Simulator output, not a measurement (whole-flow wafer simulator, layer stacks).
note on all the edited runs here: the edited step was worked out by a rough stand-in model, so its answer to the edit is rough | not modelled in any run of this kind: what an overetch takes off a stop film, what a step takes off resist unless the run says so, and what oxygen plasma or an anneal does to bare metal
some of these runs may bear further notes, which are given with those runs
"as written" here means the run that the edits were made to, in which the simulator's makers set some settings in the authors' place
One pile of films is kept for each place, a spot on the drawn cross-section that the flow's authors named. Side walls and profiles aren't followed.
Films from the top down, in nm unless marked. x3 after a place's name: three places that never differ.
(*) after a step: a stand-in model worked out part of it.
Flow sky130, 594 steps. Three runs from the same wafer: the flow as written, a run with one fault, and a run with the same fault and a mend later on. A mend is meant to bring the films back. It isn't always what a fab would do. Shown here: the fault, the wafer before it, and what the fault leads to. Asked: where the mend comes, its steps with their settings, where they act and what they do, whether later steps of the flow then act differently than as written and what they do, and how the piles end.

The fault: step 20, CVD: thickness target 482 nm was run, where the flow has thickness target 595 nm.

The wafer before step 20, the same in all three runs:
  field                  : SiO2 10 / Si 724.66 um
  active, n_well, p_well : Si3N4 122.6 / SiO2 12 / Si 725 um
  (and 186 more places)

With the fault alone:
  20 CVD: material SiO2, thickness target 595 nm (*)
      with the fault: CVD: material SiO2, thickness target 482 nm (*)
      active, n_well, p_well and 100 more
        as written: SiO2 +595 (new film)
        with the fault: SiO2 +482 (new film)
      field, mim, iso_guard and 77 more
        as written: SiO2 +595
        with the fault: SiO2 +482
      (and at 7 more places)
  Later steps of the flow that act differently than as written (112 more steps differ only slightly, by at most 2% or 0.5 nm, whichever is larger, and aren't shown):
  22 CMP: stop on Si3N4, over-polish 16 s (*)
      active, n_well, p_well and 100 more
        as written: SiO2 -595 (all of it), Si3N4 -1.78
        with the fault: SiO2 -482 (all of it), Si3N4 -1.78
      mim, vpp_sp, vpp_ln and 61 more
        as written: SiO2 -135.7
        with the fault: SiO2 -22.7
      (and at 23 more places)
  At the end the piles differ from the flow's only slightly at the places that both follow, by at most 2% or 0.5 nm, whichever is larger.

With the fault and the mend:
  The mend comes after step 20.
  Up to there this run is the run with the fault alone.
  20a CVD: material SiO2, thickness target 113 nm (*) (the flow's step 20 once more, with other settings)
      field, active, n_well and 187 more
        SiO2 +113
  No later step of the flow acts differently than as written at any place that is followed.
  At the end the piles are the same as the flow's at every place that both follow.
